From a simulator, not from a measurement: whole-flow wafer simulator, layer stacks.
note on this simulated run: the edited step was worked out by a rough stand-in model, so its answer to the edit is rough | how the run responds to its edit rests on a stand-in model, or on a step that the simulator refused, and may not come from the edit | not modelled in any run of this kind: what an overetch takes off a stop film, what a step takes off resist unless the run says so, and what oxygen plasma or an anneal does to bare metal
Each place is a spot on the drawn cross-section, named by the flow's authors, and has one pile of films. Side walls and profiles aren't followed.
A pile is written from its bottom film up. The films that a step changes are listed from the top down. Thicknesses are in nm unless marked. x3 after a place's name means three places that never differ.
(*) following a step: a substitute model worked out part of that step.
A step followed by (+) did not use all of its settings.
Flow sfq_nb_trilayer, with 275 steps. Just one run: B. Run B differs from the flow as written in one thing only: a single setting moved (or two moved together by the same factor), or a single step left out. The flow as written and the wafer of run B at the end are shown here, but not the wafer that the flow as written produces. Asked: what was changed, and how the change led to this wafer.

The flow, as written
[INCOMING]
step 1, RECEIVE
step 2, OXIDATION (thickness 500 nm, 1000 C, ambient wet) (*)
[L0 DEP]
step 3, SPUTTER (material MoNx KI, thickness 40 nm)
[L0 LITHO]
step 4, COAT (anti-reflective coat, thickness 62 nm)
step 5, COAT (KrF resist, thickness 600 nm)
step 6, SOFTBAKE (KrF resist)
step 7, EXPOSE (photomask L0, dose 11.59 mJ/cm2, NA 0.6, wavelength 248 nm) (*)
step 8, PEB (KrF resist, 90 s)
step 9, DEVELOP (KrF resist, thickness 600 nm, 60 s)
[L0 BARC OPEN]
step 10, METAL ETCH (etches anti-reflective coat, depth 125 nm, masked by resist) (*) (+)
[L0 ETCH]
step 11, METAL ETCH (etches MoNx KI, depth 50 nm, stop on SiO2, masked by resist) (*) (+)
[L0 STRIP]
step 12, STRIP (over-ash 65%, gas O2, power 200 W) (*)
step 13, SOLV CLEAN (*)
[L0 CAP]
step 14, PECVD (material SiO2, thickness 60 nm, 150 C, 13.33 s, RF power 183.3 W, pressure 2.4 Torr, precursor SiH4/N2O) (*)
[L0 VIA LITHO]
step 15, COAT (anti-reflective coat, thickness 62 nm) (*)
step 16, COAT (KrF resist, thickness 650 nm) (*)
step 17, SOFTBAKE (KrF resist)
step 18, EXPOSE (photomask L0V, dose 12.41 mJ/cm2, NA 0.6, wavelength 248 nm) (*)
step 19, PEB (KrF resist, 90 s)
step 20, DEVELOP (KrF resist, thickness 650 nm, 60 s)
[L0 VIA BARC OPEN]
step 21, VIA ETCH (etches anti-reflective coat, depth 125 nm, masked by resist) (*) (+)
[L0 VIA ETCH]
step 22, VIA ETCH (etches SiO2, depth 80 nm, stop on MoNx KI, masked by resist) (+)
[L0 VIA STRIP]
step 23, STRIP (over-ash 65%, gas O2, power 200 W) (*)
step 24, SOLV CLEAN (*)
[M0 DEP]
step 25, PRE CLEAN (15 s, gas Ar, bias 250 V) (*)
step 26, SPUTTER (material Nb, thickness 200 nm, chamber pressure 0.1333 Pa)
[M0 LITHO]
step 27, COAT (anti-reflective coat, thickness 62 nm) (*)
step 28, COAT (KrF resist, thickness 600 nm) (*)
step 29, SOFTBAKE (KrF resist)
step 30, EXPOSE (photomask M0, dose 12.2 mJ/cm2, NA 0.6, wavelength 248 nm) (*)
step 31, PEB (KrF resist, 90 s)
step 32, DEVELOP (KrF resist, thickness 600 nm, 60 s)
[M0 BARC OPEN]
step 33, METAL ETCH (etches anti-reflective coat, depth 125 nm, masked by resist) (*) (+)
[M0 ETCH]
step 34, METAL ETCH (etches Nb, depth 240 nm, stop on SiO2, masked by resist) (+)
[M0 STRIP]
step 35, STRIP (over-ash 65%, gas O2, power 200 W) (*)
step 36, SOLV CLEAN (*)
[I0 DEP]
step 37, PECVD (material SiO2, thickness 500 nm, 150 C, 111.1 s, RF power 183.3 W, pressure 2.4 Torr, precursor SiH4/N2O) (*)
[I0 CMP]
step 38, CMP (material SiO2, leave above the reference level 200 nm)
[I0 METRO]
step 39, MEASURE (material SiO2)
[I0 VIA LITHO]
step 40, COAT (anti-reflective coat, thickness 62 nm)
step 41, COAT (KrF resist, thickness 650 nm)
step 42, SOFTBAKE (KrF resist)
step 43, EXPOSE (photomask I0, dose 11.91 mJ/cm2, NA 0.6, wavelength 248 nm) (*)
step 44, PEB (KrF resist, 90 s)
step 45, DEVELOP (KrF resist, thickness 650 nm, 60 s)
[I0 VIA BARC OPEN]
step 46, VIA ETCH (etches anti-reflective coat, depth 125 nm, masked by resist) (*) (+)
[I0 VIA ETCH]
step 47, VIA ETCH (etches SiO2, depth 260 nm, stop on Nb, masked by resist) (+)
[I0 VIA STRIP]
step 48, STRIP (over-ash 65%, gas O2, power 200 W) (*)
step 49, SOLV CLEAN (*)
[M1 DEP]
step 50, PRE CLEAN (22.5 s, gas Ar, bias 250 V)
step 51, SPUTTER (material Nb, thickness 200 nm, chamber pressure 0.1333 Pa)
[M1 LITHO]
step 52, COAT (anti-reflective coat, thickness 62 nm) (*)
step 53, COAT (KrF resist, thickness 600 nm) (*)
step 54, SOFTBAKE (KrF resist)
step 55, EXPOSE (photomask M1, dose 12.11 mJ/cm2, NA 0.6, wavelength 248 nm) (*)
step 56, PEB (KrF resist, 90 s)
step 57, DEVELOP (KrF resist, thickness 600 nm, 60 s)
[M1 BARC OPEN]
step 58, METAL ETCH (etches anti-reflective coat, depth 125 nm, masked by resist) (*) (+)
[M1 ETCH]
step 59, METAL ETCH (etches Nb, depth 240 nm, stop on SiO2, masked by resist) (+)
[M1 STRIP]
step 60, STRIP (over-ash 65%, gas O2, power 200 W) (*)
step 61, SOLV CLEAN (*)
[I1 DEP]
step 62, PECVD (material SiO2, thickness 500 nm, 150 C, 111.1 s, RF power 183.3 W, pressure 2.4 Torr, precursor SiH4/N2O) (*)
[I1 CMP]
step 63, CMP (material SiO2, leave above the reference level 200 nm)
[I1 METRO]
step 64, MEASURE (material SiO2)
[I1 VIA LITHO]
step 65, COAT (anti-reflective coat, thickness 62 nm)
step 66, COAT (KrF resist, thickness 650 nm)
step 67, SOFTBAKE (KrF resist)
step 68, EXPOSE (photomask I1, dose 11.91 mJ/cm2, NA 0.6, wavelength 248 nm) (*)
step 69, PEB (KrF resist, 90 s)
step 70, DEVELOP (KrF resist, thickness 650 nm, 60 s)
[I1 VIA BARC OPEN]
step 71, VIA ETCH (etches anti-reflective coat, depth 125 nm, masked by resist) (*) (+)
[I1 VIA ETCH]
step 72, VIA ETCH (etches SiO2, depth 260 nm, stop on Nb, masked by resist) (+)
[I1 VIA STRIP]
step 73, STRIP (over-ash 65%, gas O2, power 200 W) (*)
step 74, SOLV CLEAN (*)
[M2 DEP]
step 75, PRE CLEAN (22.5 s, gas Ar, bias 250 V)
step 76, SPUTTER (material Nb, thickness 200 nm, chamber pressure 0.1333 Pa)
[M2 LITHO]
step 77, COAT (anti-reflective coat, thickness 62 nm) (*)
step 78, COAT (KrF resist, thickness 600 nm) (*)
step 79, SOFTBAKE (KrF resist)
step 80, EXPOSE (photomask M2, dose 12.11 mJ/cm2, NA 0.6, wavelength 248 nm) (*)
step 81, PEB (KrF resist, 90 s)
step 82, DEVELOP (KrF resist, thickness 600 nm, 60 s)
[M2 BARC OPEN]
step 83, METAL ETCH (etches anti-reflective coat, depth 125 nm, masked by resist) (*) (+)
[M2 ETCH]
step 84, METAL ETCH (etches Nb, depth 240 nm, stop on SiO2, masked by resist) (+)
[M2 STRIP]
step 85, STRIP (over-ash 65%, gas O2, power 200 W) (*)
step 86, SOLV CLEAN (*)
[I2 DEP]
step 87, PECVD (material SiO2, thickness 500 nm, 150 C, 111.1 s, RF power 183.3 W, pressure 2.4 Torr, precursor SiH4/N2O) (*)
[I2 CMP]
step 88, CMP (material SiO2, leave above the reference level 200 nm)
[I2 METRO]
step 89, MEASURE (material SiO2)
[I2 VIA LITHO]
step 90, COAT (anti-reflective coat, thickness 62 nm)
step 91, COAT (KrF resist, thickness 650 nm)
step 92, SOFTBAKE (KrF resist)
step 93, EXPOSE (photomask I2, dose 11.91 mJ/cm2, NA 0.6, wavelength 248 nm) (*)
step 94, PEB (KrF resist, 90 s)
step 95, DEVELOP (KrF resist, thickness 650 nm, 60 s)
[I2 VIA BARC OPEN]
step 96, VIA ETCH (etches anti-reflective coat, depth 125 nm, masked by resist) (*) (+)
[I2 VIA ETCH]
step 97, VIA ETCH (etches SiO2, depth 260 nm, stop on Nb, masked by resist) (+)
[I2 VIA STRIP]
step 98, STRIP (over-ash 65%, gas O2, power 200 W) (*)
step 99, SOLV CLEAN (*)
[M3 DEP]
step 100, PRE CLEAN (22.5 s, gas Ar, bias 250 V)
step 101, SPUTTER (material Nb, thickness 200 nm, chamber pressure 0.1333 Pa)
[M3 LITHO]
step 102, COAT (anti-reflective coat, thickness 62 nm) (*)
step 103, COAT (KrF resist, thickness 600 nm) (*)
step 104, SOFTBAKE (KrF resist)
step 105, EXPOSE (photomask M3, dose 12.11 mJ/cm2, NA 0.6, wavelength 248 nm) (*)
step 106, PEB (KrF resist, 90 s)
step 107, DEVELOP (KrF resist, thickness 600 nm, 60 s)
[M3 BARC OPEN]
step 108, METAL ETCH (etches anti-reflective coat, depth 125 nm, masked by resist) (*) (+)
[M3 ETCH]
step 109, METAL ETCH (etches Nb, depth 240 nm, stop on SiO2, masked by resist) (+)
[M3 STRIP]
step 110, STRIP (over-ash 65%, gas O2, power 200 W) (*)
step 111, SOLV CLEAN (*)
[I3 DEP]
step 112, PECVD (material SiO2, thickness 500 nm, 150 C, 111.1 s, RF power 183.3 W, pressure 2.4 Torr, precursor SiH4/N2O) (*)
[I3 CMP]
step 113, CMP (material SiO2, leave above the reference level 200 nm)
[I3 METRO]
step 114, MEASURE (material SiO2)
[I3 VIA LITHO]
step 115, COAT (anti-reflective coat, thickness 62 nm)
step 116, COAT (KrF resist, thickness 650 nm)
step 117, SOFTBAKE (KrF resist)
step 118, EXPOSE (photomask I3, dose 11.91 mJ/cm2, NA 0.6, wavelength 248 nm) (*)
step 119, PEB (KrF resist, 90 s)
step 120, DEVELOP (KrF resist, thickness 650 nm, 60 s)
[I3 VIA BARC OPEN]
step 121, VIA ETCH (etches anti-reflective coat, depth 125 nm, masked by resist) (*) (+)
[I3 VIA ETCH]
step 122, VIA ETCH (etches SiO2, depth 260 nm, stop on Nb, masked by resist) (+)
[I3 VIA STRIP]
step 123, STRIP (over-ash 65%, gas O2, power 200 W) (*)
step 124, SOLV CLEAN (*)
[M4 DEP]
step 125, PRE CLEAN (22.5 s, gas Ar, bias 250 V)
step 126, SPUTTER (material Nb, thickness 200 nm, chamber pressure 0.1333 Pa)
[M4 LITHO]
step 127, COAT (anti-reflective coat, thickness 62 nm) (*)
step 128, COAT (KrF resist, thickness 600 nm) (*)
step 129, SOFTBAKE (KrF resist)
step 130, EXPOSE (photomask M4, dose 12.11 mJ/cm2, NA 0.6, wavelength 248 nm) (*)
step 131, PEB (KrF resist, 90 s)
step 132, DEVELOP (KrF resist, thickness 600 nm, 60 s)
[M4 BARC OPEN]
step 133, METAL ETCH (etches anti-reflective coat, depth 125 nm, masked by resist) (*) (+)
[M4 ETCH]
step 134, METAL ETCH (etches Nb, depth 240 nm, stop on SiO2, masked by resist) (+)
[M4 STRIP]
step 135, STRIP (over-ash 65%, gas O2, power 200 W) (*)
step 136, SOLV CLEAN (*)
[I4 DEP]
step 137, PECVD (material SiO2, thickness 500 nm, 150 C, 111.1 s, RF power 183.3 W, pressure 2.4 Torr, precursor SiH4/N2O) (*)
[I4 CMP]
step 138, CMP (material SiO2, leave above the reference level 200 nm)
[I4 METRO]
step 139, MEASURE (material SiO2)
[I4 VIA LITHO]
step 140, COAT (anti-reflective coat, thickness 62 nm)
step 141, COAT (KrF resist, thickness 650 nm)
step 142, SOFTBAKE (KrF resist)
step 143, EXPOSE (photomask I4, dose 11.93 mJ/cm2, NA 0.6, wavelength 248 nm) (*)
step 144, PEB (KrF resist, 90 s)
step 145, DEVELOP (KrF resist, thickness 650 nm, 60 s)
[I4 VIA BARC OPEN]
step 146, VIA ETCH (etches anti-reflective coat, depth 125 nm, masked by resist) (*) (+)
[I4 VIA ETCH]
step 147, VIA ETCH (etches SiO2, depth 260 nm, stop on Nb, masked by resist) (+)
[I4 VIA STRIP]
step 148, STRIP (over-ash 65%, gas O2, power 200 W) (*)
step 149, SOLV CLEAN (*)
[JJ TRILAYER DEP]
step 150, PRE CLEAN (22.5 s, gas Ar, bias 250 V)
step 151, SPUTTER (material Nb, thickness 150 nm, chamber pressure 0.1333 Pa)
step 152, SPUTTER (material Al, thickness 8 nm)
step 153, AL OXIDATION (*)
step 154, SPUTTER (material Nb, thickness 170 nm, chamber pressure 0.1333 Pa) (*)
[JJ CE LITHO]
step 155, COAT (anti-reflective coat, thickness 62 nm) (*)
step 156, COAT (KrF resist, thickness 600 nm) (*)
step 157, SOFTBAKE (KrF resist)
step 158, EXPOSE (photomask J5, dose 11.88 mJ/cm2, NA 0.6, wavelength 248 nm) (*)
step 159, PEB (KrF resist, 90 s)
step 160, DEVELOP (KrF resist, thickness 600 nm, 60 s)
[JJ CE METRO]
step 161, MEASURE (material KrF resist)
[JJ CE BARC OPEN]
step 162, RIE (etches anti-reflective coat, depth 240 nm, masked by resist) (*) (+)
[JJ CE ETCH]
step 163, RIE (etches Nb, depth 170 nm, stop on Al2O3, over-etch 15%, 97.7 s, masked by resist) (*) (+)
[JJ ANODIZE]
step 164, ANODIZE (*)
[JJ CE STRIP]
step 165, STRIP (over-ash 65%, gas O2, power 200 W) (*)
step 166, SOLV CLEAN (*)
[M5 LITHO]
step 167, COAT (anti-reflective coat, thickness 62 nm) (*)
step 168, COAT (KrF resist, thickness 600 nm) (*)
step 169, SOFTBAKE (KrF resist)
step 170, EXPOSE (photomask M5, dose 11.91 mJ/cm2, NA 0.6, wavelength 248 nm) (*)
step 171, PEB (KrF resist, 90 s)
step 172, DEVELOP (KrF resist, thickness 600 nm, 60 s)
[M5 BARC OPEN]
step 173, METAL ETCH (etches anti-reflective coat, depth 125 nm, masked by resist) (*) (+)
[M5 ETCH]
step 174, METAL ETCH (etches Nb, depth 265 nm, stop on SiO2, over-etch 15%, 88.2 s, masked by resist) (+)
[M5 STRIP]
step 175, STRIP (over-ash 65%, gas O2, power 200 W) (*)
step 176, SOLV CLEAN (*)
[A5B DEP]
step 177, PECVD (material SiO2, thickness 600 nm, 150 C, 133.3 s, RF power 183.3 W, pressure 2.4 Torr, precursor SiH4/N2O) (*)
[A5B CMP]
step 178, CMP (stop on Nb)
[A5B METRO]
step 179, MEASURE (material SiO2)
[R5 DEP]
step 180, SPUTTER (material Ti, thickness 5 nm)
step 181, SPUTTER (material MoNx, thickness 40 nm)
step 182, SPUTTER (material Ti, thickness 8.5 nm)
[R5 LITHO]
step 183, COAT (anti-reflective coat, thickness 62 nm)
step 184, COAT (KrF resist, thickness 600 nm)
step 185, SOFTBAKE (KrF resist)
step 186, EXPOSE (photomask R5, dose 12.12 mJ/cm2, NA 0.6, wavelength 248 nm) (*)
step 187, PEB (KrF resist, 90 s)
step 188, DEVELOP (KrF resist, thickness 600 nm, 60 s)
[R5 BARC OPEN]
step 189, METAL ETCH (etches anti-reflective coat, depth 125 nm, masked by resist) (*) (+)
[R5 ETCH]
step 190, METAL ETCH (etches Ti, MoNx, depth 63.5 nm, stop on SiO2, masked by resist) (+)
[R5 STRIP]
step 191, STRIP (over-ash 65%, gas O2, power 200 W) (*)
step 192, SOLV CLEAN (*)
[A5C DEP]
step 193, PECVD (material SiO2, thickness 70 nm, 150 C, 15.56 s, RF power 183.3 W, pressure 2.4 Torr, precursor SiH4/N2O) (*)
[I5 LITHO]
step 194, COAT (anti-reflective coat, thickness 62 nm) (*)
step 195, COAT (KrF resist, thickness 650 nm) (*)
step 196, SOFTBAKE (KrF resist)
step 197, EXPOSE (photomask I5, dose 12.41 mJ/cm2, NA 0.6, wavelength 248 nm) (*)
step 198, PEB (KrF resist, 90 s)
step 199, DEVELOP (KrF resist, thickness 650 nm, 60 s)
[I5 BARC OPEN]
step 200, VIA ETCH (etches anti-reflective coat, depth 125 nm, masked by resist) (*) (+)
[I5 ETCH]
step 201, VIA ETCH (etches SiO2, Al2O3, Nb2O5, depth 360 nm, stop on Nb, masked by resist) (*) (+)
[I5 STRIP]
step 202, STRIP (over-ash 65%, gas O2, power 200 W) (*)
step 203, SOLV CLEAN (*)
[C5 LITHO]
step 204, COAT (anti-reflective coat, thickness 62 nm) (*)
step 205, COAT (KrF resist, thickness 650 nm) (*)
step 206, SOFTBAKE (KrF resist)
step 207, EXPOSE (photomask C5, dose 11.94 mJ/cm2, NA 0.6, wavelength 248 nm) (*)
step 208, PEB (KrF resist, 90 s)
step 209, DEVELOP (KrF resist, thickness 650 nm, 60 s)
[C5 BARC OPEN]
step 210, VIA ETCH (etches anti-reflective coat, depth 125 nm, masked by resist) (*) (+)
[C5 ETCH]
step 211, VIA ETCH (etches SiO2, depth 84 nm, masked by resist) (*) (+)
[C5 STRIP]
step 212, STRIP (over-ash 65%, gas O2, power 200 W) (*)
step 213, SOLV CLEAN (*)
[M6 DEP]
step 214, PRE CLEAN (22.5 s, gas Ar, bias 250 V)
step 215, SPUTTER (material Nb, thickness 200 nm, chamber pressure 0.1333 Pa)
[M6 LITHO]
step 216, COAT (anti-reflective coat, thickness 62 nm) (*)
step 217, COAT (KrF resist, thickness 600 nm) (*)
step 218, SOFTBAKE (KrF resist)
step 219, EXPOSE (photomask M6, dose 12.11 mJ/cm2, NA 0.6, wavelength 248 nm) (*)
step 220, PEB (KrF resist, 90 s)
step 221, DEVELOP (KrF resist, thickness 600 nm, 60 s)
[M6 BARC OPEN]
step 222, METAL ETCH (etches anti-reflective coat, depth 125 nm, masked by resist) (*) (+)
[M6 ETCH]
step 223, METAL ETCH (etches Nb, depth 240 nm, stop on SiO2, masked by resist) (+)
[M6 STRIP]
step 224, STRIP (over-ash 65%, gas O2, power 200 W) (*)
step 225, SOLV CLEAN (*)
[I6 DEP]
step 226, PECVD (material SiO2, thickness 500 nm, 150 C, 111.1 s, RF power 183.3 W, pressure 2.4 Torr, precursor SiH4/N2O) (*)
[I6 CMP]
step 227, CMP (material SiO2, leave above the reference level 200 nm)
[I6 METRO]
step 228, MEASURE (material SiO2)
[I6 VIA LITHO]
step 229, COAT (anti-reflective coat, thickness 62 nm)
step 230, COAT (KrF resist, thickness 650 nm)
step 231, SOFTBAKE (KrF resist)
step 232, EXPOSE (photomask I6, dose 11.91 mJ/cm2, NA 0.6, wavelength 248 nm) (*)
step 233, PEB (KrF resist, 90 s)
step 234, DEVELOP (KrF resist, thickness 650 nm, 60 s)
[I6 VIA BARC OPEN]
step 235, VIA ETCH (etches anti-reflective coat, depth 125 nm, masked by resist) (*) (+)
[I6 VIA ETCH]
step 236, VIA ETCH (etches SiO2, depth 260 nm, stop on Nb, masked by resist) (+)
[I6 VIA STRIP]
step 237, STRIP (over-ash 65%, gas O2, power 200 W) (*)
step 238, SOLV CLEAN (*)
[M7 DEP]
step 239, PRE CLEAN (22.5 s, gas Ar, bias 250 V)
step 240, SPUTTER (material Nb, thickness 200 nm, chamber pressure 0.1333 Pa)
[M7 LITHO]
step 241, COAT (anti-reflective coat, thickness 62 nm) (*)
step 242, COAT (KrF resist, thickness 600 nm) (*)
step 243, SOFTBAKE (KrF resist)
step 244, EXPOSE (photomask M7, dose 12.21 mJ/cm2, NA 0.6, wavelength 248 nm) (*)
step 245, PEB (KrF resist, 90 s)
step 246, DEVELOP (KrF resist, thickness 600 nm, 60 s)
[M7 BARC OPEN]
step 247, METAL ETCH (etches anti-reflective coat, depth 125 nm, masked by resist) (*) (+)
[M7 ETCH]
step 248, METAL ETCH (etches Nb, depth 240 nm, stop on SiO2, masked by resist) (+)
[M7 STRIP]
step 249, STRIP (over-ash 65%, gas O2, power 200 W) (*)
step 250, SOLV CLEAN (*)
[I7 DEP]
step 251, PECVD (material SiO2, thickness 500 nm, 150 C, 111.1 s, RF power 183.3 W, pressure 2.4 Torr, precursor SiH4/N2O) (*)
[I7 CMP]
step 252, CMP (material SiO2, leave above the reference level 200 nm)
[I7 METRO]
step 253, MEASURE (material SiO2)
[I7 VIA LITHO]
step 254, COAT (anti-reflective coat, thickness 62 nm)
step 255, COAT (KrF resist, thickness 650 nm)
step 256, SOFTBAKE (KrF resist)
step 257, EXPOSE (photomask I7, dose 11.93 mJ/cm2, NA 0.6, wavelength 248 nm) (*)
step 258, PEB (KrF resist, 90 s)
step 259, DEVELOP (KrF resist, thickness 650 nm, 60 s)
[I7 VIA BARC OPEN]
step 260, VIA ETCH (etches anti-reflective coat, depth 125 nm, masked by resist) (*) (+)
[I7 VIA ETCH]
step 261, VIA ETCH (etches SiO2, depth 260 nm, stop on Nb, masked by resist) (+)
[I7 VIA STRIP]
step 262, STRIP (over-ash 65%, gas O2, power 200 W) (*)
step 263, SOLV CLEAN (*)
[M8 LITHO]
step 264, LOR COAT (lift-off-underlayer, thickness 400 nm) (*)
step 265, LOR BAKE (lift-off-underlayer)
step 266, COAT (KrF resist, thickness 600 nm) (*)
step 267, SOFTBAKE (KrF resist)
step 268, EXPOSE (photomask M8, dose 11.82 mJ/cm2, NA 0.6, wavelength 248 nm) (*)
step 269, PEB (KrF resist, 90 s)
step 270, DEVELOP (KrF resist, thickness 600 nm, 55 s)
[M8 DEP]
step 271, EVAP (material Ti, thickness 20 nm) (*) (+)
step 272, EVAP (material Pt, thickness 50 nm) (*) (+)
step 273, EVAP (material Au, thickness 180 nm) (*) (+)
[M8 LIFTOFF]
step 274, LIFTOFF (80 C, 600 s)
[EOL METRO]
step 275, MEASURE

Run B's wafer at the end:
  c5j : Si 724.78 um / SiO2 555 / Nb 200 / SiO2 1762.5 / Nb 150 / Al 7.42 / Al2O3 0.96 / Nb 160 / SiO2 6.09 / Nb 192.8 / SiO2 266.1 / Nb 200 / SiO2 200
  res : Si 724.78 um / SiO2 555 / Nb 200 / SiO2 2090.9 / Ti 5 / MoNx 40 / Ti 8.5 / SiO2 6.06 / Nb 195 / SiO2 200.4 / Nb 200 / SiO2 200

Cause: step 211, VIA ETCH: depth 56.3 nm was run, though the flow has depth 84 nm.

How this came from the change, step by step:
  step 211, VIA ETCH (etches SiO2, depth 84 nm, masked by resist) (*) (+)
      c5j: -56.3 SiO2 (it would be, as written: -69.9 SiO2 (all of it), -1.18 Nb)
      res: -56.3 SiO2 (it would be, as written: -69.9 SiO2 (all of it))
      (and at 104 other places as well)
  step 214, PRE CLEAN (22.5 s, gas Ar, bias 250 V)
      c5j: -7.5 SiO2 (it would be, as written: -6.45 Nb)
      res: -7.5 SiO2 (it would be, as written: -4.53 Ti)
  step 215, SPUTTER (material Nb, thickness 200 nm, chamber pressure 0.1333 Pa)
      c5j: +192.8 Nb (new film) (it would be, as written: +188.4 Nb)
  step 216, COAT (anti-reflective coat, thickness 62 nm) (*)
      ce_l: +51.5 anti-reflective coat (new film) (it would be, as written: +48 anti-reflective coat (new film))
      c5j: +100.7 anti-reflective coat (new film) (it would be, as written: +110.7 anti-reflective coat (new film))
      (and at 3 other places as well)
  step 224, STRIP (over-ash 65%, gas O2, power 200 W) (*)
      ce_l: -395 KrF resist (all of it), -51.5 anti-reflective coat (all of it) (it would be, as written: -397.1 KrF resist (all of it), -48 anti-reflective coat (all of it))
      c5j: -411.9 KrF resist (all of it), -100.7 anti-reflective coat (all of it) (it would be, as written: -418.3 KrF resist (all of it), -110.7 anti-reflective coat (all of it))
      (and at 3 other places as well)
  step 226, PECVD (material SiO2, thickness 500 nm, 150 C, 111.1 s, RF power 183.3 W, pressure 2.4 Torr, precursor SiH4/N2O) (*)
      c5j: +500 SiO2 (new film) (it would be, as written: +514.7 SiO2 (new film))
  step 227, CMP (material SiO2, leave above the reference level 200 nm)
      res: -292.1 SiO2 (it would be, as written: -279.4 SiO2)
With metal films that touch counted as one body, c5j has 5 bodies (between them, from the top down: SiO2 266.1; SiO2 6.09; Al2O3 0.96; SiO2 1762.5); the flow as written gives 4 bodies (between them, from the top down: SiO2 284.2; Al2O3 0.96; SiO2 1762.5).
With metal films that touch counted as one body, res has 4 bodies (between them, from the top down: SiO2 200.4; SiO2 6.06; SiO2 2090.9); the flow as written gives 3 bodies (between them, from the top down: SiO2 213.1; SiO2 2090.9).
